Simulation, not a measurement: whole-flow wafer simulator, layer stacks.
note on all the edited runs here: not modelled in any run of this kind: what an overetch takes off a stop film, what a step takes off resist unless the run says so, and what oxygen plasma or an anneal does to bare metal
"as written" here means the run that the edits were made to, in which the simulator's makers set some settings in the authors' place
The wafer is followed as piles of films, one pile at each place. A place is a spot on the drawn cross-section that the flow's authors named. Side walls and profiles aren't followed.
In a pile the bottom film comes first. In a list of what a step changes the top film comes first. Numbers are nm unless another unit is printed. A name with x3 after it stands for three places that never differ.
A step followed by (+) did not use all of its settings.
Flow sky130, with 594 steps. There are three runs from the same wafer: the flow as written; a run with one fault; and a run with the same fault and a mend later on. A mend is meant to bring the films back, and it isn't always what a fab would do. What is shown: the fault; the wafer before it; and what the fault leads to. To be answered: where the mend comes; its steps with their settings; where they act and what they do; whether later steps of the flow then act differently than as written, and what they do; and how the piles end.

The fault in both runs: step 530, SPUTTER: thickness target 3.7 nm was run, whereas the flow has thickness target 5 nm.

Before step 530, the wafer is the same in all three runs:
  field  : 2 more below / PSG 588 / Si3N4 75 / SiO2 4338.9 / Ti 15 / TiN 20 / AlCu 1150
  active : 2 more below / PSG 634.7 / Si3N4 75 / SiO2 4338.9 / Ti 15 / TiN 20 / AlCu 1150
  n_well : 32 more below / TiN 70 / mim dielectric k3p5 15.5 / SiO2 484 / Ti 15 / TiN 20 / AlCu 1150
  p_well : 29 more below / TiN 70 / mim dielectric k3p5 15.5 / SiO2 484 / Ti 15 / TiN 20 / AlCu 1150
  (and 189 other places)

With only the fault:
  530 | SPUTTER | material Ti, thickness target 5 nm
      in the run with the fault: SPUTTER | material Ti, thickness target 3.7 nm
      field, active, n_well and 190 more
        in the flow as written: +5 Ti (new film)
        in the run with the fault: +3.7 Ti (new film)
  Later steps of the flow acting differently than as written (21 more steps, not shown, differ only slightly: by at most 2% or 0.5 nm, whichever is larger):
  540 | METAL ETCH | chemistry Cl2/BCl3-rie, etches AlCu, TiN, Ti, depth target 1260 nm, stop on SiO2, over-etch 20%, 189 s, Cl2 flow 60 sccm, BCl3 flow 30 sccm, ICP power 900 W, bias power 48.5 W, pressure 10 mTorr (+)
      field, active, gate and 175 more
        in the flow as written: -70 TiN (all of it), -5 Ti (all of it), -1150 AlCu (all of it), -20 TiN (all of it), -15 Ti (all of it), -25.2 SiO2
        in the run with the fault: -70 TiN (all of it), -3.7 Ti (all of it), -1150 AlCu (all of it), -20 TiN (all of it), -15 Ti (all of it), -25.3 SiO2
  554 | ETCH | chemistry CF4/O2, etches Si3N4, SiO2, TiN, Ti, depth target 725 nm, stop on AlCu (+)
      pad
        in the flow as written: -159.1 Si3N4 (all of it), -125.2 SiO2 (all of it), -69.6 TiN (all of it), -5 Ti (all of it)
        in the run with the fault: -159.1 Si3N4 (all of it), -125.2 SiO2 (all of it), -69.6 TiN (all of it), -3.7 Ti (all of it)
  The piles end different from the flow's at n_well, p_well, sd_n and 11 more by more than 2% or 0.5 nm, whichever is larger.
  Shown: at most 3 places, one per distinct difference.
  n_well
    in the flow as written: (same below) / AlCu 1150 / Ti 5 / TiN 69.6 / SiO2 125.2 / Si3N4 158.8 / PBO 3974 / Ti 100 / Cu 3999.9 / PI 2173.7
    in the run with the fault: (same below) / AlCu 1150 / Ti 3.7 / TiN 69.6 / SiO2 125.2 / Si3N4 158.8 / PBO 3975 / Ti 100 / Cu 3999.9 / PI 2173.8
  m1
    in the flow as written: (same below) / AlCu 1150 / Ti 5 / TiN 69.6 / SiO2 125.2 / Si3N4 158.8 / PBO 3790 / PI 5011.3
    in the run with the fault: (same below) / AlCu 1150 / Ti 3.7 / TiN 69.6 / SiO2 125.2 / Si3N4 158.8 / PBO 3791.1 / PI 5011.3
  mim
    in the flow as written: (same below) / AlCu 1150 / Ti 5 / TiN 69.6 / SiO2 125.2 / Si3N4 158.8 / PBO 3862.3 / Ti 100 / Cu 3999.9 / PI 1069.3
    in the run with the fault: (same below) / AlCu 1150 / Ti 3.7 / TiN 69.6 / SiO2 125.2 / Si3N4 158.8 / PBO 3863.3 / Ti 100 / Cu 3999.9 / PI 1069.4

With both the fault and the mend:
  The mend follows step 530.
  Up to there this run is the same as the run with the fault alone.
  530a | SPUTTER | material Ti, thickness target 1.3 nm (the flow's step 530 again, with other settings)
      field, active, n_well and 190 more
        +1.3 Ti
  Every later step of the flow that is run acts as written at every place that is followed.
  By the end, the piles equal the flow's at every place that both follow.
